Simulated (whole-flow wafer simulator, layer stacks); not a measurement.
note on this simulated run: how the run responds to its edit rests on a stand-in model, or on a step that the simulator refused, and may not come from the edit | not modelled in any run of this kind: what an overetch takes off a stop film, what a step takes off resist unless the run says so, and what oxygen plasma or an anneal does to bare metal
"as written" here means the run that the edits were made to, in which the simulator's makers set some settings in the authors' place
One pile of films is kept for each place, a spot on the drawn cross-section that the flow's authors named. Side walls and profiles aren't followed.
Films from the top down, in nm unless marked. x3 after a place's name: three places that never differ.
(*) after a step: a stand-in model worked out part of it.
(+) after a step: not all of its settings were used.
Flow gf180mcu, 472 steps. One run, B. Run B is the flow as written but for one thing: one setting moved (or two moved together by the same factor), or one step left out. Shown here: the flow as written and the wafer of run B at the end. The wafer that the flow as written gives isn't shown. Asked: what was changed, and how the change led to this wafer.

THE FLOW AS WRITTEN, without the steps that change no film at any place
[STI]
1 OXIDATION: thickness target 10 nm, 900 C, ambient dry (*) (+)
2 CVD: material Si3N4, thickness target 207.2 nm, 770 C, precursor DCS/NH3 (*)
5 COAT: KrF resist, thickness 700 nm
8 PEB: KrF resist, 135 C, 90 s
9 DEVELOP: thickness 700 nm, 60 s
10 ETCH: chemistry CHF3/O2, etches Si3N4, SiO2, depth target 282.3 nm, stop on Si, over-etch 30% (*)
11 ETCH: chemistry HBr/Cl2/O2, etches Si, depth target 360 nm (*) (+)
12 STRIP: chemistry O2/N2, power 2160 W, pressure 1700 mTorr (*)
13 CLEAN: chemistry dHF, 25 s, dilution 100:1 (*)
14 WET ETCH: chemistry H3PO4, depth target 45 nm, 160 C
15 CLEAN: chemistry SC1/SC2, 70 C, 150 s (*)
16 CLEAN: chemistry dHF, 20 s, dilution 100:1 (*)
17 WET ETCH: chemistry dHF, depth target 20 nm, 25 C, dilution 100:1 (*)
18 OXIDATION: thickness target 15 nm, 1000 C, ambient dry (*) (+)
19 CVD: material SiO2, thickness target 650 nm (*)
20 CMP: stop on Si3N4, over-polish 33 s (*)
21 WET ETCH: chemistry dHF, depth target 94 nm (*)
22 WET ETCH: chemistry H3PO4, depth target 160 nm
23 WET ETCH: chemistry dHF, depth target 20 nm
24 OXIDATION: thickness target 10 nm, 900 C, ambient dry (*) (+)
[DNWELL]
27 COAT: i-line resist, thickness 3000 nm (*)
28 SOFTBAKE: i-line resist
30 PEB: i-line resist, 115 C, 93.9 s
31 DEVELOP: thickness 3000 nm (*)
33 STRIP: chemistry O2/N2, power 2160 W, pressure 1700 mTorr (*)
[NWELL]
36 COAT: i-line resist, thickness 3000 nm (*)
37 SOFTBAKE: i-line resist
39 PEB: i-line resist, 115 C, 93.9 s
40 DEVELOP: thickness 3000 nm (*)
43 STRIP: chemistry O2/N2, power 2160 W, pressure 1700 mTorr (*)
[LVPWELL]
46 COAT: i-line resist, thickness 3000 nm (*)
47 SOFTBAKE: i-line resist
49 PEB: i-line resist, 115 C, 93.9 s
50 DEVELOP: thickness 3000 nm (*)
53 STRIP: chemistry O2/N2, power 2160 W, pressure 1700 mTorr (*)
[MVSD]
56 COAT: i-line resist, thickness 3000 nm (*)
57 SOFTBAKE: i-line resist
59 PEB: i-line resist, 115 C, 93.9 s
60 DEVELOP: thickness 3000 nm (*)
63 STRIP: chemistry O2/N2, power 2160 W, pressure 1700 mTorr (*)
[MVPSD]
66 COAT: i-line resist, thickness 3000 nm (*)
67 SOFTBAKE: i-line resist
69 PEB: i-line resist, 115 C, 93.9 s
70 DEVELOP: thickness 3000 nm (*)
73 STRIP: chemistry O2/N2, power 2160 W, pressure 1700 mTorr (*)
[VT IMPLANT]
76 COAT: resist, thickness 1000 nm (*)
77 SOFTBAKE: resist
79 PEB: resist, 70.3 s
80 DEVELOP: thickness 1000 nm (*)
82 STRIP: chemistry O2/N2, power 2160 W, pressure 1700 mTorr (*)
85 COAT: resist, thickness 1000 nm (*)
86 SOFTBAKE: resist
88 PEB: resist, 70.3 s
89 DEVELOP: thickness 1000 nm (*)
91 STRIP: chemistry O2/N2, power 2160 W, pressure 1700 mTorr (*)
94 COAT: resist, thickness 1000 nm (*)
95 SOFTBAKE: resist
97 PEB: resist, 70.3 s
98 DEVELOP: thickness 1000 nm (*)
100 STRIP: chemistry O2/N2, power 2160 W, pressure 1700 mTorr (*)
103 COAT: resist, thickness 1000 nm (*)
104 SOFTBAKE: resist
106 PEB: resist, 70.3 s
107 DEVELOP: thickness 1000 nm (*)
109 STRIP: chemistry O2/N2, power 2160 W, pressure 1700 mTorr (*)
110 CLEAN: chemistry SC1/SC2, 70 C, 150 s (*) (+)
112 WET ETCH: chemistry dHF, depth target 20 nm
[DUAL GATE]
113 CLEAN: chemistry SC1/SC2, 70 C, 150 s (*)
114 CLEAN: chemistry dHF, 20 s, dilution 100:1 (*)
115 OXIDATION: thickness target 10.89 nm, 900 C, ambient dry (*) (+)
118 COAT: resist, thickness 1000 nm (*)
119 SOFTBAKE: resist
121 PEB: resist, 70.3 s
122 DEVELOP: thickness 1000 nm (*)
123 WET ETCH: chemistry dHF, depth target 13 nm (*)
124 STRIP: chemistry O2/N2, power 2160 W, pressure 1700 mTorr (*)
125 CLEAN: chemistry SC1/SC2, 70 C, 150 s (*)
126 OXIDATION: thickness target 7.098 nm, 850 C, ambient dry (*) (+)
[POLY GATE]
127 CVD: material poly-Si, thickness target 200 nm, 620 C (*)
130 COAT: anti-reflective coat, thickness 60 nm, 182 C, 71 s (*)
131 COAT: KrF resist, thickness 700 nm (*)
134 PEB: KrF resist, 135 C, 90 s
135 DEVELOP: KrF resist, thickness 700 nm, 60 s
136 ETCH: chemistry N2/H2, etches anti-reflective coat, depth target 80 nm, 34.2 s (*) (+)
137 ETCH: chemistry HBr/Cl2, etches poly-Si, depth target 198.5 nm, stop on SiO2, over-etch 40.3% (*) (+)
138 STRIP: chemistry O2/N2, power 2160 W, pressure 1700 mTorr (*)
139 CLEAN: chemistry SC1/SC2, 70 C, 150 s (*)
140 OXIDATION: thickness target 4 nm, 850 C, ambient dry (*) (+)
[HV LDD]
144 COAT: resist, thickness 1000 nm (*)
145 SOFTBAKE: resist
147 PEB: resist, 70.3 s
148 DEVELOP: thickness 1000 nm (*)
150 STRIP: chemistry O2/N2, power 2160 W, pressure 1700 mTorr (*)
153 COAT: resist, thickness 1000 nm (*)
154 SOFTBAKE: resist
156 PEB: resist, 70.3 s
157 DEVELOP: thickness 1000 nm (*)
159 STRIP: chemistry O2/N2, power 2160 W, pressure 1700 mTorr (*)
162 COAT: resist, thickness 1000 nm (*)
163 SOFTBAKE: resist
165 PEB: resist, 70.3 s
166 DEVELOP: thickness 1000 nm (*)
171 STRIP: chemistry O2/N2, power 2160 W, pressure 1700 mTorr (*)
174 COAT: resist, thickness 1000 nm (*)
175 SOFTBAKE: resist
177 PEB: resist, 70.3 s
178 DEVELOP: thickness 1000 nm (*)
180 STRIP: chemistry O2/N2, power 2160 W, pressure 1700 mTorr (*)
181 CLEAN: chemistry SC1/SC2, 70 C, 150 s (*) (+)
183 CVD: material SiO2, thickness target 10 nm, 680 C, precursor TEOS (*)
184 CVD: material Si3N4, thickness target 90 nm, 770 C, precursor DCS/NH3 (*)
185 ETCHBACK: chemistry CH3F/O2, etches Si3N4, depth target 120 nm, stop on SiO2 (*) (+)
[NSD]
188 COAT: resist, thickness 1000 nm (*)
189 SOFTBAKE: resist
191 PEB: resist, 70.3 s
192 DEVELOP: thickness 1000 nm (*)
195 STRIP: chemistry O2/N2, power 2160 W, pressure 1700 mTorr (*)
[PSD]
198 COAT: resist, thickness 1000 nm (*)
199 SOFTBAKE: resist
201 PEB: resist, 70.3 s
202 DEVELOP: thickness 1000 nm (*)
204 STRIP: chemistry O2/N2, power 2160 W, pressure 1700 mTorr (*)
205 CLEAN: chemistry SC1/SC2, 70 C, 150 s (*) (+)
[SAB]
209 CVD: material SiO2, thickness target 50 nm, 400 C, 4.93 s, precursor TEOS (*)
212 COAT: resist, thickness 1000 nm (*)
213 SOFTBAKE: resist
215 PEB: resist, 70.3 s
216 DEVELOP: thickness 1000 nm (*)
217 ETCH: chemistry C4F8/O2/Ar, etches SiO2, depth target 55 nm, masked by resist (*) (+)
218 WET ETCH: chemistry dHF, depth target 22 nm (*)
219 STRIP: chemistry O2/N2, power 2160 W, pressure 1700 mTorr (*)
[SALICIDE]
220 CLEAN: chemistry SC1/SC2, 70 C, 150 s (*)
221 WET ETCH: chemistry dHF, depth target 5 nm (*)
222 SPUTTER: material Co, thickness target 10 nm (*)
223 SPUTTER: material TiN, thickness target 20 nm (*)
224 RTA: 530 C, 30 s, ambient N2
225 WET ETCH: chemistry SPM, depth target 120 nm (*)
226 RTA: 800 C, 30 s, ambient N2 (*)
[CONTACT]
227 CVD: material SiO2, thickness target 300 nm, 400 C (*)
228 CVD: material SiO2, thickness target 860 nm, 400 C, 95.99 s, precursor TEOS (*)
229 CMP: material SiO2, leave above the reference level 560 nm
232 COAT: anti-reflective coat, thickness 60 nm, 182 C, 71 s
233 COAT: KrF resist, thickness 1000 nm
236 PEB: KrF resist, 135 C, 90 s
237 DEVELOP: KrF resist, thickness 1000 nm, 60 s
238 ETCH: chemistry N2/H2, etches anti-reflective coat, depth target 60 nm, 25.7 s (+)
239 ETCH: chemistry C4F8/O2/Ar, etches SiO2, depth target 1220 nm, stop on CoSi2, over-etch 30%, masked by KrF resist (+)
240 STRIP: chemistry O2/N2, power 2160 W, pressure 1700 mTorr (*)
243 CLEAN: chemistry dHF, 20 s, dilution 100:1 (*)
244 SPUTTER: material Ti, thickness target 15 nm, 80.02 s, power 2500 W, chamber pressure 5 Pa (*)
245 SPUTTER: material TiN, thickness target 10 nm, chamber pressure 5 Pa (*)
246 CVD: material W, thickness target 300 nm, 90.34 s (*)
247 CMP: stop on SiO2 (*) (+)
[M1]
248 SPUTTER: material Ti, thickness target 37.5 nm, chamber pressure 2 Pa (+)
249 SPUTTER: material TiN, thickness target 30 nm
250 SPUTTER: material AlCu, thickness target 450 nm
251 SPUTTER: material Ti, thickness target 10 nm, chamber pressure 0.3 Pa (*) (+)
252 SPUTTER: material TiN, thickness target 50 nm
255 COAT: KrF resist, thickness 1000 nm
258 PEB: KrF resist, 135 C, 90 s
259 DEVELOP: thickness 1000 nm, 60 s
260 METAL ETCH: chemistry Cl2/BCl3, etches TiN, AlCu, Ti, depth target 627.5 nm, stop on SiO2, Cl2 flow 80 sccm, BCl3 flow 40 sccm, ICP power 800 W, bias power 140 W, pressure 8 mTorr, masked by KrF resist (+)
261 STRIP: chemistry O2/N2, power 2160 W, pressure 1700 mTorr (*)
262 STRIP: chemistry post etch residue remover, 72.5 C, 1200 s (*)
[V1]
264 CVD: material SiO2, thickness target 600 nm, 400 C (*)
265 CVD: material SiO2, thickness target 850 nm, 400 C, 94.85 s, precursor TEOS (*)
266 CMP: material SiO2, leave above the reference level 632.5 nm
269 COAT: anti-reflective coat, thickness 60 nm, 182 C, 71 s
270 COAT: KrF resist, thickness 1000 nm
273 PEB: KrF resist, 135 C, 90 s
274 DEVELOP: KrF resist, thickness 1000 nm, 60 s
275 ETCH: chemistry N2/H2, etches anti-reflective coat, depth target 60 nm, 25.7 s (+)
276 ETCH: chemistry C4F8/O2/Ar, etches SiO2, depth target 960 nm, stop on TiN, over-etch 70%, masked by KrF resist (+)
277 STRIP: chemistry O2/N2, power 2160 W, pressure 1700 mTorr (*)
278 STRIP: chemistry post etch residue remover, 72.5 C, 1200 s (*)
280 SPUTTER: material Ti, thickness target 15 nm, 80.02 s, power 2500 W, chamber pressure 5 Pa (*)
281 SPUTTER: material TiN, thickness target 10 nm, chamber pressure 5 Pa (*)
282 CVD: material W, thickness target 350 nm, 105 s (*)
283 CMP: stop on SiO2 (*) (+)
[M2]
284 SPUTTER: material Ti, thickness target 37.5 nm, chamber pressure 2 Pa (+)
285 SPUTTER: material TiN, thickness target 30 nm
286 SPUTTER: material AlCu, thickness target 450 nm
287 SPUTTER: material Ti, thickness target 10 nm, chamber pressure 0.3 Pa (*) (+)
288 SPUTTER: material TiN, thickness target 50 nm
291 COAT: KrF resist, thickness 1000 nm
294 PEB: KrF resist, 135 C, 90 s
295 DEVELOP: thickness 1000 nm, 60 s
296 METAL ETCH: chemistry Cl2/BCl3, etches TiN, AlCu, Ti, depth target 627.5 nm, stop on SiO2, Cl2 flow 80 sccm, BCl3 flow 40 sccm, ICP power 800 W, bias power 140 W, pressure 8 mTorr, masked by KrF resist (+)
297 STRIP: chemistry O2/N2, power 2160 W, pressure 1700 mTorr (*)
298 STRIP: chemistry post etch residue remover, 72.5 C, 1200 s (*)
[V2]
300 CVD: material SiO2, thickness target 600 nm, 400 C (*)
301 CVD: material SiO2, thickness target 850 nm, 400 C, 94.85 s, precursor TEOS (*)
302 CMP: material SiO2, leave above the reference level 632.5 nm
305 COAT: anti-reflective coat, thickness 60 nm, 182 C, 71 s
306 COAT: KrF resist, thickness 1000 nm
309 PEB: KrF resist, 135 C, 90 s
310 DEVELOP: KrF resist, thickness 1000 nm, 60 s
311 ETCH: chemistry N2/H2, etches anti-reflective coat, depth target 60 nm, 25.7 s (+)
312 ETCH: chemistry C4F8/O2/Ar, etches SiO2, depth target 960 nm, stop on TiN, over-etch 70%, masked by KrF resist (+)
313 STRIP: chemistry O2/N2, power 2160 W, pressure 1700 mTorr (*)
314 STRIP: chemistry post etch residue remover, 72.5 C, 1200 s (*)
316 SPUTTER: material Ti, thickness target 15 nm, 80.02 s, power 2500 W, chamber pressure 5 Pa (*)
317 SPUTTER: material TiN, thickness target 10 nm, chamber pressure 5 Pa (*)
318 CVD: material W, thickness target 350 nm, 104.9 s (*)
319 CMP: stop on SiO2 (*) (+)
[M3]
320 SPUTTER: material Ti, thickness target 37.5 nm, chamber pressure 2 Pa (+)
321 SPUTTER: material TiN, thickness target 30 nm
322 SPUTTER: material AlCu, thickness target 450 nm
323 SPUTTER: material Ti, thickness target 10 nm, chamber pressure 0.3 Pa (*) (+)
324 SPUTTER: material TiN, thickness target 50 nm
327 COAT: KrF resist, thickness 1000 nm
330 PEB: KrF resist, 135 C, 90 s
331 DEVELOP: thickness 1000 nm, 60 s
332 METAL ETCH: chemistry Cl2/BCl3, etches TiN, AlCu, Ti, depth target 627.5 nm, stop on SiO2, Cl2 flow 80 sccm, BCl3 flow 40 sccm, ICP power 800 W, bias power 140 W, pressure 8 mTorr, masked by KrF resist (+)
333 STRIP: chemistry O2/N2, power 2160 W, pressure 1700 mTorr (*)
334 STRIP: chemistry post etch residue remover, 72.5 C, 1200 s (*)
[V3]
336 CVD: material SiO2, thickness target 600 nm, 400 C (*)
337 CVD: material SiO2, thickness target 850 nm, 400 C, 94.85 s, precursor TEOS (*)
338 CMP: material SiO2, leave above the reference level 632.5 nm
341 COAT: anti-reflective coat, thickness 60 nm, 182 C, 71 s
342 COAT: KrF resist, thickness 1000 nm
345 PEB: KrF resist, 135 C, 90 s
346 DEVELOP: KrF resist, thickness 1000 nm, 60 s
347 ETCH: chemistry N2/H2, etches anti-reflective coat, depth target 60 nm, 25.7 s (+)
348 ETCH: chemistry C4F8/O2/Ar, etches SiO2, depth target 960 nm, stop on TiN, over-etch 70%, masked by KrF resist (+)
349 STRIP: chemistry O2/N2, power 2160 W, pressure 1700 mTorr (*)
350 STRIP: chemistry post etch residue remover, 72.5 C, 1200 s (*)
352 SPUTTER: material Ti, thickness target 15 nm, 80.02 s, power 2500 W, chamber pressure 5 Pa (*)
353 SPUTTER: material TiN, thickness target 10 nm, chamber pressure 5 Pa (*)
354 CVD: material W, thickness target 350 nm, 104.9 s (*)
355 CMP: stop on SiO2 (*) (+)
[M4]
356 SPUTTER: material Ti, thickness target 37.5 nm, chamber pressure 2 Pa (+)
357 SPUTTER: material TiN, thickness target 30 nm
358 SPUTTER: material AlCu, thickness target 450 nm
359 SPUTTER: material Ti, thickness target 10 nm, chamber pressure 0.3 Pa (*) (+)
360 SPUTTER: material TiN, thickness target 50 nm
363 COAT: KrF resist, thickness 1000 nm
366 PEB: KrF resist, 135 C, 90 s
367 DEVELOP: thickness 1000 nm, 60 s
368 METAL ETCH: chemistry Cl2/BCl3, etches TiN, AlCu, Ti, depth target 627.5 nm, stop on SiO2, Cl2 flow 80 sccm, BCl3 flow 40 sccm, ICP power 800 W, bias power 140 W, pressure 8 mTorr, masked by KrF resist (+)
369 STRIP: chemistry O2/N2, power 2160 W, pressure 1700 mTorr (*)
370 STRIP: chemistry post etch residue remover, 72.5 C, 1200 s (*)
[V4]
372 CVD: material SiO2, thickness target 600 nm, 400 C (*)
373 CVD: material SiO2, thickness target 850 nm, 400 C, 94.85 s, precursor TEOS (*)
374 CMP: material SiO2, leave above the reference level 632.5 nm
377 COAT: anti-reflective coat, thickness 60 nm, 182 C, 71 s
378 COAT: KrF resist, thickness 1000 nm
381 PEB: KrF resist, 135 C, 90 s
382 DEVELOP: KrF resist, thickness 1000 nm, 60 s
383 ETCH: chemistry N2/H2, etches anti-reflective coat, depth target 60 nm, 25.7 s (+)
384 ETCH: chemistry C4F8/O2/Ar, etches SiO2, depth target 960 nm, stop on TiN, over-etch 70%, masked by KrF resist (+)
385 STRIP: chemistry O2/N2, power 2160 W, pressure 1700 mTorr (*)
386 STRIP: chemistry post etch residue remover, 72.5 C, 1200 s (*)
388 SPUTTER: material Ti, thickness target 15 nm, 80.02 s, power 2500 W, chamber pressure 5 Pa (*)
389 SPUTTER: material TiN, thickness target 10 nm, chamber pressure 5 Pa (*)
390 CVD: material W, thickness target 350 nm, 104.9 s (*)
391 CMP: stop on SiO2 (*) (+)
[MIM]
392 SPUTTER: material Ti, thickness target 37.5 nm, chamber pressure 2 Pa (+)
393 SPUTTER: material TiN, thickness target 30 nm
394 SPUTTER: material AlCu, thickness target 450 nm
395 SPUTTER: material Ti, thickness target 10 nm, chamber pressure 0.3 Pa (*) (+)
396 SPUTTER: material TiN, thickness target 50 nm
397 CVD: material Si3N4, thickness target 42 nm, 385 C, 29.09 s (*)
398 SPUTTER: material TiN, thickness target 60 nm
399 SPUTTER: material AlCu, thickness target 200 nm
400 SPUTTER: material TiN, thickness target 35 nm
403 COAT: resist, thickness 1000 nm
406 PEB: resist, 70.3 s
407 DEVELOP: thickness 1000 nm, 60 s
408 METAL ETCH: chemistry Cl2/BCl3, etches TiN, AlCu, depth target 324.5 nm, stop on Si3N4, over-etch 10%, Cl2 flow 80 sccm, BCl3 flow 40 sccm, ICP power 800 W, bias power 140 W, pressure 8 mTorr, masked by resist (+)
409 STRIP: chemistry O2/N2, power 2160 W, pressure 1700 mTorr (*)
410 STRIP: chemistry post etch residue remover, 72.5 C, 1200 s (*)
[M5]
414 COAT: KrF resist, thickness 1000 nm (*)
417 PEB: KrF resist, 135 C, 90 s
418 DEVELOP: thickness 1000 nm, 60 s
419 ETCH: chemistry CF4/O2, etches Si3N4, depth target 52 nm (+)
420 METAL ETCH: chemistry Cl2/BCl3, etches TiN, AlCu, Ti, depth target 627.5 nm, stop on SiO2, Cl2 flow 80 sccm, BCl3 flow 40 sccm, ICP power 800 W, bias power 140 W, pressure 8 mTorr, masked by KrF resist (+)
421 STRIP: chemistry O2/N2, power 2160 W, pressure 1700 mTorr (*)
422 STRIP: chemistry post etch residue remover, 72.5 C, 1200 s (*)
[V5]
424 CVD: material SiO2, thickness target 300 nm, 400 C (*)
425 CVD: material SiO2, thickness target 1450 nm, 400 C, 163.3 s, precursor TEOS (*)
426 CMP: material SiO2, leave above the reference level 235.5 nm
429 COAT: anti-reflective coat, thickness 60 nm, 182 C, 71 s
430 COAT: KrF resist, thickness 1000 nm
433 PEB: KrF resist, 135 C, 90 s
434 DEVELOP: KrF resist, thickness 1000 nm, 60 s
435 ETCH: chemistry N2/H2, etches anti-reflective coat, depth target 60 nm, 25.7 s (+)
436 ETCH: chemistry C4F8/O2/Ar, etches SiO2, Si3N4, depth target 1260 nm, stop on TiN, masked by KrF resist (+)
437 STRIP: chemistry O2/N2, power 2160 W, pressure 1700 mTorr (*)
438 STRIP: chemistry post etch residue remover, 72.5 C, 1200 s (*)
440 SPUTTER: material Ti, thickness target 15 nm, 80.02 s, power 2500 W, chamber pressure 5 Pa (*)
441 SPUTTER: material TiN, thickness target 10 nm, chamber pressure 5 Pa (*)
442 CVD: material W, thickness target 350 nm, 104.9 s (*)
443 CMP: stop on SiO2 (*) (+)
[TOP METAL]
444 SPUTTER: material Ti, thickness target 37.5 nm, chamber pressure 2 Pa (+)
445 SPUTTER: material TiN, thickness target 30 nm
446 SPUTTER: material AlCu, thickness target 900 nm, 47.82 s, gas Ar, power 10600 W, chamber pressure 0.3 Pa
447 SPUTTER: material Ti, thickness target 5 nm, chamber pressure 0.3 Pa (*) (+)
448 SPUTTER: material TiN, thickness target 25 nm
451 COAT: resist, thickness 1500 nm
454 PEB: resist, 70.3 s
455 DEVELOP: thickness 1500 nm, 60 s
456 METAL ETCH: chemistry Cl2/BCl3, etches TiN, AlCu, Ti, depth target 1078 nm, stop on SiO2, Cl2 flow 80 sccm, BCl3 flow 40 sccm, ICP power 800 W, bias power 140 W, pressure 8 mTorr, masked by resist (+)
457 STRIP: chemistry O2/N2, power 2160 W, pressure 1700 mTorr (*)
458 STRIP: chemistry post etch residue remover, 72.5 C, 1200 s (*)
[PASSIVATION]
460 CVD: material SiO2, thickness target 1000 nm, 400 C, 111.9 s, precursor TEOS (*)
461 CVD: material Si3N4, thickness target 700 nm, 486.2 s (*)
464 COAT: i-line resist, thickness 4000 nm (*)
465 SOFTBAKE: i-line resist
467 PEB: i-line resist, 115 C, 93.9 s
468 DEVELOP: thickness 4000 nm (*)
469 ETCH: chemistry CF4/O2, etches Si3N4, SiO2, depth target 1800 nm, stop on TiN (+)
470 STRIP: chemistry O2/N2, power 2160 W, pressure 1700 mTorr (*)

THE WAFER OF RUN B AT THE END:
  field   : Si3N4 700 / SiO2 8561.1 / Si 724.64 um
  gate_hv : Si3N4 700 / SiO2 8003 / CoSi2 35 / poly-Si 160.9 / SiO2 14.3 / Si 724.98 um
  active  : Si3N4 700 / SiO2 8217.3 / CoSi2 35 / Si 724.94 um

The cause: step 338, CMP: leave above the reference level 967.7 nm was run, where the flow has leave above the reference level 632.5 nm.

How the change led to this, step by step:
  338 CMP: material SiO2, leave above the reference level 632.5 nm
      field, field__w1, field__w2 and 103 more: nothing (as written it would be: SiO2 -300)
      field__w8, contact, m1, m1__w1, m1_nw: SiO2 -541.9 (as written it would be: SiO2 -877.1)
  341 COAT: anti-reflective coat, thickness 60 nm, 182 C, 71 s
      field: anti-reflective coat +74 (new film) (as written it would be: anti-reflective coat +60 (new film))
      field__w8: anti-reflective coat +40 (new film) (as written it would be: anti-reflective coat +60 (new film))
      (and at 11 more places)
  347 ETCH: chemistry N2/H2, etches anti-reflective coat, depth target 60 nm, 25.7 s (+)
      contact: anti-reflective coat -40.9 (all of it), SiO2 -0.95 (as written it would be: anti-reflective coat -60 (all of it), SiO2 -0.46)
  348 ETCH: chemistry C4F8/O2/Ar, etches SiO2, depth target 960 nm, stop on TiN, over-etch 70%, masked by KrF resist (+)
      contact: SiO2 -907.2 (all of it) (as written it would be: SiO2 -572.5 (all of it))
  349 STRIP: chemistry O2/N2, power 2160 W, pressure 1700 mTorr (*)
      field: KrF resist -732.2 (all of it), anti-reflective coat -74 (all of it) (as written it would be: KrF resist -739.2 (all of it), anti-reflective coat -60 (all of it))
      field__w8: KrF resist -735.9 (all of it), anti-reflective coat -40 (all of it) (as written it would be: KrF resist -739.2 (all of it), anti-reflective coat -60 (all of it))
      (and at 10 more places)
  352 SPUTTER: material Ti, thickness target 15 nm, 80.02 s, power 2500 W, chamber pressure 5 Pa (*)
      contact: Ti +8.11 (new film) (as written it would be: Ti +9.65 (new film))
  353 SPUTTER: material TiN, thickness target 10 nm, chamber pressure 5 Pa (*)
      contact: TiN +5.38 (new film) (as written it would be: TiN +6.4 (new film))
  354 CVD: material W, thickness target 350 nm, 104.9 s (*)
      contact: W +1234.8 (new film) (as written it would be: W +932.3 (new film))
  355 CMP: stop on SiO2 (*) (+)
      m1, m1__w1, m1_nw: W -350 (all of it), TiN -10 (all of it), Ti -15 (all of it), SiO2 -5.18 (as written it would be: W -350 (all of it), TiN -10 (all of it), Ti -15 (all of it), SiO2 -3.78)
      field__w8: W -350 (all of it), TiN -10 (all of it), Ti -15 (all of it), SiO2 -5.19 (as written it would be: W -350 (all of it), TiN -10 (all of it), Ti -15 (all of it), SiO2 -3.78)
  363 COAT: KrF resist, thickness 1000 nm
      field__w8: KrF resist +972 (new film) (as written it would be: KrF resist +1000 (new film))
      m1: KrF resist +971.6 (new film) (as written it would be: KrF resist +1000 (new film))
      (and at 2 more places)
  369 STRIP: chemistry O2/N2, power 2160 W, pressure 1700 mTorr (*)
      field__w8: KrF resist -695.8 (all of it) (as written it would be: KrF resist -723.5 (all of it))
      m1: KrF resist -695.4 (all of it) (as written it would be: KrF resist -723.5 (all of it))
      (and at 2 more places)
  374 CMP: material SiO2, leave above the reference level 632.5 nm
      field, field__w1, field__w2 and 103 more: SiO2 -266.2 (as written it would be: SiO2 -300)
      contact: SiO2 -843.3 (as written it would be: SiO2 -877.1)
  384 ETCH: chemistry C4F8/O2/Ar, etches SiO2, depth target 960 nm, stop on TiN, over-etch 70%, masked by KrF resist (+)
      contact: SiO2 -606.3 (all of it) (as written it would be: SiO2 -572.5 (all of it))
  390 CVD: material W, thickness target 350 nm, 104.9 s (*)
      contact: W +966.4 (new film) (as written it would be: W +932.3 (new film))
